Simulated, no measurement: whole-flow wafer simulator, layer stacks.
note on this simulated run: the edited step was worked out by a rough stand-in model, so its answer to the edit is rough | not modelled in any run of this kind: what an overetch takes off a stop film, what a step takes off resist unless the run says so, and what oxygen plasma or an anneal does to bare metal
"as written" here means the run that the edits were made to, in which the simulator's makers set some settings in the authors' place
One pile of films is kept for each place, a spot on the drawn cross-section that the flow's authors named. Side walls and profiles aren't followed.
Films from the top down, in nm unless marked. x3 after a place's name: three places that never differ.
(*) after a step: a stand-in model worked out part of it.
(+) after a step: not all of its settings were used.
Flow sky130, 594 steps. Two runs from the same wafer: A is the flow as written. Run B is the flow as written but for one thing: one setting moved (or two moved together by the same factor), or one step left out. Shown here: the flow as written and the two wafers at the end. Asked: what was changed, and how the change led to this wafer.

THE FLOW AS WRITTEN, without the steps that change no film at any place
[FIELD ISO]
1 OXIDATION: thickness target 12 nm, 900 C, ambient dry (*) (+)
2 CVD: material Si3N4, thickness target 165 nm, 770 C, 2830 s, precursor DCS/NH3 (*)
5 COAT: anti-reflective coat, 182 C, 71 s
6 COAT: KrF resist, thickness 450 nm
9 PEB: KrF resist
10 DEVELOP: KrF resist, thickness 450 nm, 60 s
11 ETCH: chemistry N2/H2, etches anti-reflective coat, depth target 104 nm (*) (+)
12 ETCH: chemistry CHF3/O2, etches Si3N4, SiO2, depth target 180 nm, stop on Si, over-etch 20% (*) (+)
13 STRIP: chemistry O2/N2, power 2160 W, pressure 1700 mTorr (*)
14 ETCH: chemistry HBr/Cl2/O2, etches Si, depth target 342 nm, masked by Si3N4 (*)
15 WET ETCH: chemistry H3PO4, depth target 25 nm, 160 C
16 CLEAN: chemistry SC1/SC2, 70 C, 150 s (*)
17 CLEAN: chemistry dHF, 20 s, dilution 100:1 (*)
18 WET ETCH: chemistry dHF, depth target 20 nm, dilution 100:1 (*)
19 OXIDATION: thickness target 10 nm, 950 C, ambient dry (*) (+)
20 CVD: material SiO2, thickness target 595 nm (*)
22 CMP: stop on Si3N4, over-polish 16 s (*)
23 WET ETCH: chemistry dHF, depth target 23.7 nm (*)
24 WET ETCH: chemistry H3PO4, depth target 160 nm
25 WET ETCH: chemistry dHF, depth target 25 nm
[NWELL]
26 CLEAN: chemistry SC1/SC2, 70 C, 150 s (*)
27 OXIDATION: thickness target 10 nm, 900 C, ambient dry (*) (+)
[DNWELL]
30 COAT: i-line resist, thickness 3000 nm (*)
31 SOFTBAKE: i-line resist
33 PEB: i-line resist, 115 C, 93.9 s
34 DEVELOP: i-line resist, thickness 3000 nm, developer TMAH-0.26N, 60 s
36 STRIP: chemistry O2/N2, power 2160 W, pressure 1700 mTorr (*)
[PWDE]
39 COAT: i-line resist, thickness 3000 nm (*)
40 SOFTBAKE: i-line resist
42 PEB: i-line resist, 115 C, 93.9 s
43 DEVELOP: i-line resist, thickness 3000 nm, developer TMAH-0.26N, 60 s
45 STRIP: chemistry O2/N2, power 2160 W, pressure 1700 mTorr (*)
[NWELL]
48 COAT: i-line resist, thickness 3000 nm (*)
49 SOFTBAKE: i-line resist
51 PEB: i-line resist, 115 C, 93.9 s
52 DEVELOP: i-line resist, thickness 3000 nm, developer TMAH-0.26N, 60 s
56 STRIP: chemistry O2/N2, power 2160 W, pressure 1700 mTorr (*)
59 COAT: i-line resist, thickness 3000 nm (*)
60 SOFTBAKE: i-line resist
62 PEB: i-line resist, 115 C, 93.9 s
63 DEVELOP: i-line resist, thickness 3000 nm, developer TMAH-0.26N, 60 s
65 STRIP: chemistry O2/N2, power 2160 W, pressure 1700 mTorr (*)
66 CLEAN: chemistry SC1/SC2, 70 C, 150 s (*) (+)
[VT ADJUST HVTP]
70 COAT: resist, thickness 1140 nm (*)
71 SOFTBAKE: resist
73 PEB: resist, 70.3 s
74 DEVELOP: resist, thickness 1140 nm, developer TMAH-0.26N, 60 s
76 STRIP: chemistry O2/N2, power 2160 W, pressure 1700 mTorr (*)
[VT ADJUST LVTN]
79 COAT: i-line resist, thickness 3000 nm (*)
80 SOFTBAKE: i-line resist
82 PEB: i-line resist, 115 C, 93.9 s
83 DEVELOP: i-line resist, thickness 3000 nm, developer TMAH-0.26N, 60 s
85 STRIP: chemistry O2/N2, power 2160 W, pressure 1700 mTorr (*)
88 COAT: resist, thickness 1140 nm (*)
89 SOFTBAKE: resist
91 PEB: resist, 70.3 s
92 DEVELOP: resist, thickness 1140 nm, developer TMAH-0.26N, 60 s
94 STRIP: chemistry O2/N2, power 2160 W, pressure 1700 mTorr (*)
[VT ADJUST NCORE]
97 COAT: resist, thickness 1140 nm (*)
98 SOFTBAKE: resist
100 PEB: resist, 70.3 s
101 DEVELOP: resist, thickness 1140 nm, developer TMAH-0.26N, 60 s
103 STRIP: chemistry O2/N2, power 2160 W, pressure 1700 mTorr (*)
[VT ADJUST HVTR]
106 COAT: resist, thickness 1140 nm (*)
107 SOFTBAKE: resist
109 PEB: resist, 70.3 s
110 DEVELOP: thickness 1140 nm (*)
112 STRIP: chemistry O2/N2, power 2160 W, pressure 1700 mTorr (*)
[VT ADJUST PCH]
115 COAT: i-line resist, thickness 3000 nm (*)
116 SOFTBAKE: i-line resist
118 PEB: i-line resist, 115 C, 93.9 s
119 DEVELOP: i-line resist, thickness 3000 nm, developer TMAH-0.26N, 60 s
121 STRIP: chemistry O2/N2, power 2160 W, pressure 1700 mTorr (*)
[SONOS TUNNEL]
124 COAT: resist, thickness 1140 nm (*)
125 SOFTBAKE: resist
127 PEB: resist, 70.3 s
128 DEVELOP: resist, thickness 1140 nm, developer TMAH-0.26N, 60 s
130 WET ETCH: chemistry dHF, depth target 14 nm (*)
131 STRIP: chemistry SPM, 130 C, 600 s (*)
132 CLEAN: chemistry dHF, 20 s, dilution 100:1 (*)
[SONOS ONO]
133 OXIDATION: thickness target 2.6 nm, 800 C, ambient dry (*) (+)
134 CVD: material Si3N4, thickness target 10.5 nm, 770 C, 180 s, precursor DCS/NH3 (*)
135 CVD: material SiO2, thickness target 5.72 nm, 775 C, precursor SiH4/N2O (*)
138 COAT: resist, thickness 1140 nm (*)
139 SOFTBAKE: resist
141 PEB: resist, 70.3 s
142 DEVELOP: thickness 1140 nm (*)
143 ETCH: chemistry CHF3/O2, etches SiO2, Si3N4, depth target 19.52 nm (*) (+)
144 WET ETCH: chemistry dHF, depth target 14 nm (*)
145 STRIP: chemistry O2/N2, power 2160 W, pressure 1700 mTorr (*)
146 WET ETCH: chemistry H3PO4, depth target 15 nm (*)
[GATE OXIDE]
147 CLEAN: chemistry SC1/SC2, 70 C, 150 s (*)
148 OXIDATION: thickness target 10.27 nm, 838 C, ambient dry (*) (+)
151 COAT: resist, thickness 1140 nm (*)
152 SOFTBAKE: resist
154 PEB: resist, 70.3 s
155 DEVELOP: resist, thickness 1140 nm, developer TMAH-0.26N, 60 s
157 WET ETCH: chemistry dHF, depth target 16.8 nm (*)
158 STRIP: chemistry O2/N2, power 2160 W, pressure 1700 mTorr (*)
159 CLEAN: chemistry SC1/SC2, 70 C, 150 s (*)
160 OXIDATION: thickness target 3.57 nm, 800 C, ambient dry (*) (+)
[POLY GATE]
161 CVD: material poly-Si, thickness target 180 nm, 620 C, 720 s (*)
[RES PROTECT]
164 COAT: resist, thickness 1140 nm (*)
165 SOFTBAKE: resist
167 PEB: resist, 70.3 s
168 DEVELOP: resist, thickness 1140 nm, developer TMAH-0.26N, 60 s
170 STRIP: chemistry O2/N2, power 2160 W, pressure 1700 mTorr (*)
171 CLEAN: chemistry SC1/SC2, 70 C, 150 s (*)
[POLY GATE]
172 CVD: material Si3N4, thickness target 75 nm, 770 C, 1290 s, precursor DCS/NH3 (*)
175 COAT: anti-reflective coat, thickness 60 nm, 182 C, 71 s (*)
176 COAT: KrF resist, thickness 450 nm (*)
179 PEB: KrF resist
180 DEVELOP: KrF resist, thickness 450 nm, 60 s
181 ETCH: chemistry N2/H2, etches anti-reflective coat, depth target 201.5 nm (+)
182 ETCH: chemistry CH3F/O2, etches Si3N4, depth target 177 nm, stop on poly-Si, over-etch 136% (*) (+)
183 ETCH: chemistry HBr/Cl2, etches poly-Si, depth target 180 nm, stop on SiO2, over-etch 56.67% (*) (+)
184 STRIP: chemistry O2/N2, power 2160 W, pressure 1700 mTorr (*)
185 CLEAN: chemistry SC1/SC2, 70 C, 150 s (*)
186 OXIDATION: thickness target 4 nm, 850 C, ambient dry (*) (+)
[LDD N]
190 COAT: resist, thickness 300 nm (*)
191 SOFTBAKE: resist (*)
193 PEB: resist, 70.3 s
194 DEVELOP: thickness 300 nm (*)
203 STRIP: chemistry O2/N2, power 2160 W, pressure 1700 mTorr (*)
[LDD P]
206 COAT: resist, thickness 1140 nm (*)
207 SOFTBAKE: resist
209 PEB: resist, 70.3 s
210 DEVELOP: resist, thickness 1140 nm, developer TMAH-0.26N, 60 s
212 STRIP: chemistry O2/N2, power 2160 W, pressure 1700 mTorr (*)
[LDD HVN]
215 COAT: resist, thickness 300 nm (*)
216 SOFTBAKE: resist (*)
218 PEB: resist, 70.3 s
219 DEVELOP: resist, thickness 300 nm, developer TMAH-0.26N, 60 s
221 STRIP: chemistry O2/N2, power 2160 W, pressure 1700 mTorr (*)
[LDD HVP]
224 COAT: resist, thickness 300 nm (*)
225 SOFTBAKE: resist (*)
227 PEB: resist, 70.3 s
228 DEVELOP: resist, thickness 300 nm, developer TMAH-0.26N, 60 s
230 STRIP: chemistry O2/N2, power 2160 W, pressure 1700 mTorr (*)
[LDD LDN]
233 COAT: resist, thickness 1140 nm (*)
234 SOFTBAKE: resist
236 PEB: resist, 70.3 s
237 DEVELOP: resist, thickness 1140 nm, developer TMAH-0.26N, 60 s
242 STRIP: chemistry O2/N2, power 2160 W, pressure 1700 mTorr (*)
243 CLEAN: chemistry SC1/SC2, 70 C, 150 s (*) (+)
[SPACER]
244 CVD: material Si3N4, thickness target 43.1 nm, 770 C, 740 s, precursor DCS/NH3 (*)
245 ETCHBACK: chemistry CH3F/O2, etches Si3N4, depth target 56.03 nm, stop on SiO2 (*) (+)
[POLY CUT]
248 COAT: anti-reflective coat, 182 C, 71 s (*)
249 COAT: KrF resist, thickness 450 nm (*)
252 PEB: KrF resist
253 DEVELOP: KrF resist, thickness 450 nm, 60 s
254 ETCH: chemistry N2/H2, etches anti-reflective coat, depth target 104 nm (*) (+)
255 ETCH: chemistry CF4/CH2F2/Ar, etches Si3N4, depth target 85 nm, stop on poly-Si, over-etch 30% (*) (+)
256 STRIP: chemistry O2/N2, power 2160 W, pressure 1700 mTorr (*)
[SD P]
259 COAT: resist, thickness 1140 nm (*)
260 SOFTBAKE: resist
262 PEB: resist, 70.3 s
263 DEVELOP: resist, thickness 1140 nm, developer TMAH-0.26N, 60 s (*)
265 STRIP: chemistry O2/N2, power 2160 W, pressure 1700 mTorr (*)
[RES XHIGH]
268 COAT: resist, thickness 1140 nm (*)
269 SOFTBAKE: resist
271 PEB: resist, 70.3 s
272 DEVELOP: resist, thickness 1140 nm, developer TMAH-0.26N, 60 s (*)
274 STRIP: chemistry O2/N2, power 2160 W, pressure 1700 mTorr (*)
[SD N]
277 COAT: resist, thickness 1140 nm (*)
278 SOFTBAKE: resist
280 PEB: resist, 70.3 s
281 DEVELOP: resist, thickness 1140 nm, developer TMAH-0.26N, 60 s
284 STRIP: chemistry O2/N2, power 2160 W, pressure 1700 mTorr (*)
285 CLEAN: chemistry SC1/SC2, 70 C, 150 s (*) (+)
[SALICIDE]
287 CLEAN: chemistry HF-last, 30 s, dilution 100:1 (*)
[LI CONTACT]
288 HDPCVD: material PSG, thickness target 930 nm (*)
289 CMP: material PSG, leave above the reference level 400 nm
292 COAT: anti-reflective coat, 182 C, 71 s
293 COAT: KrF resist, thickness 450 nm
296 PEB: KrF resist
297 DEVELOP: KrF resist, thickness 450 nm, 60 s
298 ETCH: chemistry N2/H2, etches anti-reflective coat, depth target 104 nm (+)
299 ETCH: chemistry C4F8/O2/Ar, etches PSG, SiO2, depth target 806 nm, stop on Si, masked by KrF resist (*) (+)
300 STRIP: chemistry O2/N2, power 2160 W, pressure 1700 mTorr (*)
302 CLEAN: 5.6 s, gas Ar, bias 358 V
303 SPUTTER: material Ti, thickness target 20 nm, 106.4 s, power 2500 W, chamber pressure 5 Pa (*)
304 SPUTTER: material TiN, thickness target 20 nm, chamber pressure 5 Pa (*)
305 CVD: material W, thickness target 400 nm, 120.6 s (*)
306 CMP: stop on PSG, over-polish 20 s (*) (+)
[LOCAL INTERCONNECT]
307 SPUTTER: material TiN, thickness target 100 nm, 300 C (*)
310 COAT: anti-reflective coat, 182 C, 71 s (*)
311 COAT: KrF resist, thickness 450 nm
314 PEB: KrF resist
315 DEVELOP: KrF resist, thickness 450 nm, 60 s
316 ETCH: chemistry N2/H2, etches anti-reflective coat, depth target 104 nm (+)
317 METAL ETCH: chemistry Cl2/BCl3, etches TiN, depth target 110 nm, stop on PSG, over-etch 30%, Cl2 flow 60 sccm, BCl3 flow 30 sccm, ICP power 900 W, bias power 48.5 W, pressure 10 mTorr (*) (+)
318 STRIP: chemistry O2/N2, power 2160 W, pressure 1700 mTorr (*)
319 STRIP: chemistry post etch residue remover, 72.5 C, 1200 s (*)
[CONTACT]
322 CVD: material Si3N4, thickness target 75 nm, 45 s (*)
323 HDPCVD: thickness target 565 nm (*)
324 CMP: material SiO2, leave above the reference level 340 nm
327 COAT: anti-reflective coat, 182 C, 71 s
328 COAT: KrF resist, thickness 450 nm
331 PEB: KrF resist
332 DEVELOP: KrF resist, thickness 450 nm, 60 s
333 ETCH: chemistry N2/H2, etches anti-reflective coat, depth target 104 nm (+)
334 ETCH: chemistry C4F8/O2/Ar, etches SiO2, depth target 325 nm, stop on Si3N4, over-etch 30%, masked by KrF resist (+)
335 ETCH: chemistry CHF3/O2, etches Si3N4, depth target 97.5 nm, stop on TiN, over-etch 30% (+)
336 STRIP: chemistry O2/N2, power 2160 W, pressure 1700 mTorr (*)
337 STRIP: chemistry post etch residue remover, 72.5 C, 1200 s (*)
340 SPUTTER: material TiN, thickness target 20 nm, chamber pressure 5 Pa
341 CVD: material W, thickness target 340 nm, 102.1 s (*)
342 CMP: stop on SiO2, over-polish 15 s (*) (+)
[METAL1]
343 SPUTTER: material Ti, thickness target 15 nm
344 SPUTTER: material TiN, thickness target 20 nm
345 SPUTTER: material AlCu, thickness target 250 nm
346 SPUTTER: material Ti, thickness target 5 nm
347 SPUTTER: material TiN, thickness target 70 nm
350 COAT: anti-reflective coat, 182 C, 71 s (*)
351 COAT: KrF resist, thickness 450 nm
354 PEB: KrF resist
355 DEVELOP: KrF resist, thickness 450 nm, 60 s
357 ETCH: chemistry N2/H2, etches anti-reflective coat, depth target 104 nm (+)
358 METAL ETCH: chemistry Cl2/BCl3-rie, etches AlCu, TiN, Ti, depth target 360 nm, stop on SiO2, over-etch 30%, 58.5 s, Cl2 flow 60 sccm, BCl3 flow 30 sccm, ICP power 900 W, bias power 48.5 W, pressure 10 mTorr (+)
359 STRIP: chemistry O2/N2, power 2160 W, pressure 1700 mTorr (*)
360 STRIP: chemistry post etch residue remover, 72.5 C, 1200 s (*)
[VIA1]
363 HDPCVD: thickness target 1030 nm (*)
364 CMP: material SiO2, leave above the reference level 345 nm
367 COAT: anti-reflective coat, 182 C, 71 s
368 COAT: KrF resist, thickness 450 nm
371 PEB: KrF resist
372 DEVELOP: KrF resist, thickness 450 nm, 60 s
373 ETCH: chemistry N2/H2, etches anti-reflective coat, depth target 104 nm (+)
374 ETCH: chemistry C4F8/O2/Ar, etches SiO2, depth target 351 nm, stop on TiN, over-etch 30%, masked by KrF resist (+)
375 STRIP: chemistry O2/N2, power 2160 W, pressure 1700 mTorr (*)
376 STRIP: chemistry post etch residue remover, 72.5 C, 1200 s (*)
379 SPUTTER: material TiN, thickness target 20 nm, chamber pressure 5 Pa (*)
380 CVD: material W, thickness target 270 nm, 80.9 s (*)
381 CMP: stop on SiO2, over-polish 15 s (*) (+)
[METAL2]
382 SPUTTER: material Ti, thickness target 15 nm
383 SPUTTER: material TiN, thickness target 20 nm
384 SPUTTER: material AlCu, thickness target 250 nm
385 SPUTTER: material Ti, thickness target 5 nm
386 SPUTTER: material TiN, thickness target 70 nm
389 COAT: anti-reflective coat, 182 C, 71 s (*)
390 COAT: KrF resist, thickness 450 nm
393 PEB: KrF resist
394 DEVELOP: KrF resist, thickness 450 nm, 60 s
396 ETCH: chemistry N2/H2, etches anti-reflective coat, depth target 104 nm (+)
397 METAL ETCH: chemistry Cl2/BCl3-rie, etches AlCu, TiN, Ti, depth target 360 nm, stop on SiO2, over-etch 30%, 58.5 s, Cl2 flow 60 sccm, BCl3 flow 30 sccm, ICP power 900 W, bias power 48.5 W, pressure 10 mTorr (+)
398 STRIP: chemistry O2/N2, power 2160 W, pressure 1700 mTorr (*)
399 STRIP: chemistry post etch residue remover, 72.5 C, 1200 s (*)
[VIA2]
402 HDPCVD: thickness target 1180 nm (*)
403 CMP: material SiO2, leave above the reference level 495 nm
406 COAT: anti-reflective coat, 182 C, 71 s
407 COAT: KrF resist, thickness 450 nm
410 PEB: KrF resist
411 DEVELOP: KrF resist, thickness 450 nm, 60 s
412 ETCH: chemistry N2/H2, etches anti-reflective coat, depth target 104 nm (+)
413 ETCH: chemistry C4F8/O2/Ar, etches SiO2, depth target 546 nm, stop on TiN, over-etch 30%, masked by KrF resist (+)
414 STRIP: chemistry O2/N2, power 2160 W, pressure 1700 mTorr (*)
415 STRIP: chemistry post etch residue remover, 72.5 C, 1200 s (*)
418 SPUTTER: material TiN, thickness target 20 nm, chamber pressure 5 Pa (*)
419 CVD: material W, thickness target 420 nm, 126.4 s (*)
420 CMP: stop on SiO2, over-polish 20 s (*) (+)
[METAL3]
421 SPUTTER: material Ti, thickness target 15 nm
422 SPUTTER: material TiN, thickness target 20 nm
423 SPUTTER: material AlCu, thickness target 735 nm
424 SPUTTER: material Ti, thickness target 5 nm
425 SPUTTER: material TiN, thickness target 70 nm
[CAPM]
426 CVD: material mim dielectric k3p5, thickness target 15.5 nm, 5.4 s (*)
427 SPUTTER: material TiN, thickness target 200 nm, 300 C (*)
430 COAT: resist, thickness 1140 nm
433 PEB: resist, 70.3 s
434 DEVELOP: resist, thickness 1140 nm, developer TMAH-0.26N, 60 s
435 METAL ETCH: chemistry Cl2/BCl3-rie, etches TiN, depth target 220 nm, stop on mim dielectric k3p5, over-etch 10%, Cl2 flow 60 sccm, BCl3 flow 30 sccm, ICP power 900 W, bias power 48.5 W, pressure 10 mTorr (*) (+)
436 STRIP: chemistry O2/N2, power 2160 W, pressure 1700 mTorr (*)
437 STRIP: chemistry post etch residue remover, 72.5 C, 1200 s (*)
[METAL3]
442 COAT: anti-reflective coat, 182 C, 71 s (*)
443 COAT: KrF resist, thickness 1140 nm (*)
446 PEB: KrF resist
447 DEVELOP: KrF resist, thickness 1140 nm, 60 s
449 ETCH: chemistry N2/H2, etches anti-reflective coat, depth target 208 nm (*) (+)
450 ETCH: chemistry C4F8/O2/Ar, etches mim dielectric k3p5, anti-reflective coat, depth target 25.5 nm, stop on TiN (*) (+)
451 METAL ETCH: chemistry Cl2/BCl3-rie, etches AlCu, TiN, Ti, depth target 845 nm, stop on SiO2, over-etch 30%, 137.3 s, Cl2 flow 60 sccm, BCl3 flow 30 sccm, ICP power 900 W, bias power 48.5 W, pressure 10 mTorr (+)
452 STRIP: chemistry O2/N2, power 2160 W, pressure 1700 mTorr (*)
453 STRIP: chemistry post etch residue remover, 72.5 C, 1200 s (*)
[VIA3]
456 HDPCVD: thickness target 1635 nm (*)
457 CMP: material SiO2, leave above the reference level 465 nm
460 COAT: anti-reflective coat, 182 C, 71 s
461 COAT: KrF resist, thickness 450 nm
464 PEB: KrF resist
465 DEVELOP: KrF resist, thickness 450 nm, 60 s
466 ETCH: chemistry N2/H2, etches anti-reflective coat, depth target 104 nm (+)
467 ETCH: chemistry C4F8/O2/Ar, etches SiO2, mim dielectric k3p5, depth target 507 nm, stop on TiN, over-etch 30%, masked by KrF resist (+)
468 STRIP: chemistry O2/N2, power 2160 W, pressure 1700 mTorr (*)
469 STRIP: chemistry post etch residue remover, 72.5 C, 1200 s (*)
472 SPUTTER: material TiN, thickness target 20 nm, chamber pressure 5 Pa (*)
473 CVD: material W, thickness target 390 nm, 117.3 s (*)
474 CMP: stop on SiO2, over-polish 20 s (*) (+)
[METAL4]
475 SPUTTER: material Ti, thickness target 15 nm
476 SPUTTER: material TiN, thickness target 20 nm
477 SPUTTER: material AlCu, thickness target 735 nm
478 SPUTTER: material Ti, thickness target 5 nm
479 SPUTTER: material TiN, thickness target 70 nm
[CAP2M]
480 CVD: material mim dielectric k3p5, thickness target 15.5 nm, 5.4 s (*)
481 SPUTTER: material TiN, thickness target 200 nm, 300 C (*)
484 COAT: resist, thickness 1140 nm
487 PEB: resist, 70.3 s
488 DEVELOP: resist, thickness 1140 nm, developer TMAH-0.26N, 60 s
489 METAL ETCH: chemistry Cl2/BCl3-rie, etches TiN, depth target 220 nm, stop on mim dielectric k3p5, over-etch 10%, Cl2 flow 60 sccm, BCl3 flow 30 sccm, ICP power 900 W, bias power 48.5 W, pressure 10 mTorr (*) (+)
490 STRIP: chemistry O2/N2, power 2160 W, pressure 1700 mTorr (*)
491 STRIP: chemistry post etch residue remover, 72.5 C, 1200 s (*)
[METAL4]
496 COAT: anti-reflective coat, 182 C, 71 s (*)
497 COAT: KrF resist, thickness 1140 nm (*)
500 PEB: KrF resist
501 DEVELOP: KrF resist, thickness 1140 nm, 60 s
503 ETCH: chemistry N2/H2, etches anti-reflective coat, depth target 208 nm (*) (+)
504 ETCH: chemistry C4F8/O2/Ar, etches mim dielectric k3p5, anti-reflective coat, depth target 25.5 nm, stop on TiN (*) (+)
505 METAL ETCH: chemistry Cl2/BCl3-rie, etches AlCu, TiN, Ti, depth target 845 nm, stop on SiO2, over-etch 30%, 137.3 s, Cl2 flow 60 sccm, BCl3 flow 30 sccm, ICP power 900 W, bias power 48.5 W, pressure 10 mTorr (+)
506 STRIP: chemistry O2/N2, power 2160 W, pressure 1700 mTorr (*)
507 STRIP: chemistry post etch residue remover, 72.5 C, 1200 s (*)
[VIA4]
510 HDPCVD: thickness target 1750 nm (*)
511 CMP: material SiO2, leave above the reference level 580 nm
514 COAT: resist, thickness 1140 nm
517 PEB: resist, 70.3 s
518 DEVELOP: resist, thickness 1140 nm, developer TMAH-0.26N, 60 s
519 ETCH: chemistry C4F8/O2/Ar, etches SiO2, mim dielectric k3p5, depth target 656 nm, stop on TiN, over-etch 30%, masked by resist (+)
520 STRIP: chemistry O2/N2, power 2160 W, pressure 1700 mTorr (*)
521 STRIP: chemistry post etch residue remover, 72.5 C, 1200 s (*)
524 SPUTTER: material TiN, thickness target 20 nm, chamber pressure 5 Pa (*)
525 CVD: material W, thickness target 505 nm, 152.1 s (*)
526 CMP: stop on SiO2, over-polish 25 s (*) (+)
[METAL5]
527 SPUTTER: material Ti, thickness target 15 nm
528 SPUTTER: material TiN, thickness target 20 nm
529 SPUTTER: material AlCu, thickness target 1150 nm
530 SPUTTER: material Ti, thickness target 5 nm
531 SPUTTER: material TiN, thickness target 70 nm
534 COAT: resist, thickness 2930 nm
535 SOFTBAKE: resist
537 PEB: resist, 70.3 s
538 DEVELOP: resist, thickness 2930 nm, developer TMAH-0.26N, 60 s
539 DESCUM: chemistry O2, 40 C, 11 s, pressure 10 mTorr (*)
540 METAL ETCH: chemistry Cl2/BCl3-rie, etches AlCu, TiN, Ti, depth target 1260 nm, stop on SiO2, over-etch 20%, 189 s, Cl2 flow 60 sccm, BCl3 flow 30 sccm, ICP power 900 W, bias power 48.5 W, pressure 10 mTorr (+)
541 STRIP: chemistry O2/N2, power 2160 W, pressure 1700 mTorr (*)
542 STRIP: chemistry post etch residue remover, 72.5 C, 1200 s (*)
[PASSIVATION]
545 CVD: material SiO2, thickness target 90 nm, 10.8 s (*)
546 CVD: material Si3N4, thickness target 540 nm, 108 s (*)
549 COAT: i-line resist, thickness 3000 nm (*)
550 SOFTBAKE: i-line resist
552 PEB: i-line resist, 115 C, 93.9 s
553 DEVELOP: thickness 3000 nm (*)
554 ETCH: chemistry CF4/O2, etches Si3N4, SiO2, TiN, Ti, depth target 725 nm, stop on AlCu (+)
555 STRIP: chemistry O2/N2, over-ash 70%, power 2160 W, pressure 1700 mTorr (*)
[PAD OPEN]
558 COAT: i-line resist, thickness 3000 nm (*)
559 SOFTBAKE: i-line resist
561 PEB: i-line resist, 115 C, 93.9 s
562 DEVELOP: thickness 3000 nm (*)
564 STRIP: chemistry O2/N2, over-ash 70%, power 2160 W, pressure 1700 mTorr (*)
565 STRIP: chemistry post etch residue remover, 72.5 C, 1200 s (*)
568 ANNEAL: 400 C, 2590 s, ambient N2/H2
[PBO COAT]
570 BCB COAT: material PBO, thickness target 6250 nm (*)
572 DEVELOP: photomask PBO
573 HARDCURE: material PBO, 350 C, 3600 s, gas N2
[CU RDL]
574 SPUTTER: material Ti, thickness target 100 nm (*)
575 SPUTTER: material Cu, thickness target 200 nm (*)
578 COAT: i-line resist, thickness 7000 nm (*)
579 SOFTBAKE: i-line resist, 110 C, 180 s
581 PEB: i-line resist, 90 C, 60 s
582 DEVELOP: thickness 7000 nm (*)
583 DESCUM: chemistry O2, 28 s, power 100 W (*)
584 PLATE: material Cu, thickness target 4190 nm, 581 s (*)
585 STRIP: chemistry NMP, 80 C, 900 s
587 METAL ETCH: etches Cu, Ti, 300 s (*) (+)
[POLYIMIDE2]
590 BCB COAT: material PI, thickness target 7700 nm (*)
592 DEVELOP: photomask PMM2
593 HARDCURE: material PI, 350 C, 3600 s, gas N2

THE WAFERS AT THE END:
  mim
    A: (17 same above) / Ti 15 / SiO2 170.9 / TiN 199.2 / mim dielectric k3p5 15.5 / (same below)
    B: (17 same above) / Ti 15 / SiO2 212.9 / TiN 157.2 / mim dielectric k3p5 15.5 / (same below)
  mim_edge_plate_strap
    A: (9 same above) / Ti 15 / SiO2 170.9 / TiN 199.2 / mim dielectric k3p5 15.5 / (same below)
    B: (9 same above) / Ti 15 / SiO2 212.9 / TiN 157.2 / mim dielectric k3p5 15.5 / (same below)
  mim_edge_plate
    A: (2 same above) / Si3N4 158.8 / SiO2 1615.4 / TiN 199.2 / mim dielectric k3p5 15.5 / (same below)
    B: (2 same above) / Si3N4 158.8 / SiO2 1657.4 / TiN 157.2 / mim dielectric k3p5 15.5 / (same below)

The cause: step 427, SPUTTER: thickness target 158 nm was run, where the flow has thickness target 200 nm.

How the change led to this, step by step:
  427 SPUTTER: material TiN, thickness target 200 nm, 300 C (*)
      field, active, n_well and 188 more: A TiN +200 (new film) | B TiN +158 (new film)
  435 METAL ETCH: chemistry Cl2/BCl3-rie, etches TiN, depth target 220 nm, stop on mim dielectric k3p5, over-etch 10%, Cl2 flow 60 sccm, BCl3 flow 30 sccm, ICP power 900 W, bias power 48.5 W, pressure 10 mTorr (*) (+)
      field, active, n_well and 185 more: A TiN -200 (all of it) | B TiN -158 (all of it)
      mim, mim_edge_plate_strap, mim_edge_plate: A resist -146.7 | B resist -115.9
  436 STRIP: chemistry O2/N2, power 2160 W, pressure 1700 mTorr (*)
      mim, mim_edge_plate_strap, mim_edge_plate: A resist -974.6 (all of it) | B resist -1005.4 (all of it)
  442 COAT: anti-reflective coat, 182 C, 71 s (*)
      rpm_encl, rpm_encl_psd, rpm_encl_urpm: A anti-reflective coat +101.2 (new film) | B anti-reflective coat +104.3 (new film)
      poly_licon, rpo_hd_licon: A anti-reflective coat +57.6 (new film) | B anti-reflective coat +69.2 (new film)
      (and at 6 more places)
  443 COAT: KrF resist, thickness 1140 nm (*)
      mim_edge_plate_strap, mim_edge_plate: A KrF resist +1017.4 (new film) | B KrF resist +1059.4 (new film)
      mim: A KrF resist +1025.5 (new film) | B KrF resist +1063.3 (new film)
  449 ETCH: chemistry N2/H2, etches anti-reflective coat, depth target 208 nm (*) (+)
      rpm_encl, rpm_encl_psd, rpm_encl_urpm: A anti-reflective coat -101.2 (all of it) | B anti-reflective coat -104.3 (all of it)
      poly_licon, rpo_hd_licon: A anti-reflective coat -57.6 (all of it) | B anti-reflective coat -69.2 (all of it)
      (and at 3 more places)
  452 STRIP: chemistry O2/N2, power 2160 W, pressure 1700 mTorr (*)
      mim_edge_plate_strap, mim_edge_plate: A KrF resist -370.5 (all of it), anti-reflective coat -3 (all of it) | B KrF resist -412.4 (all of it), anti-reflective coat -3 (all of it)
      mim: A KrF resist -378.7 (all of it), anti-reflective coat -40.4 (all of it) | B KrF resist -416.4 (all of it), anti-reflective coat -31.8 (all of it)
      (and at 2 more places)
  457 CMP: material SiO2, leave above the reference level 465 nm
      mim, mim_edge_plate_strap, mim_edge_plate: A SiO2 -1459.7 | B SiO2 -1417.7
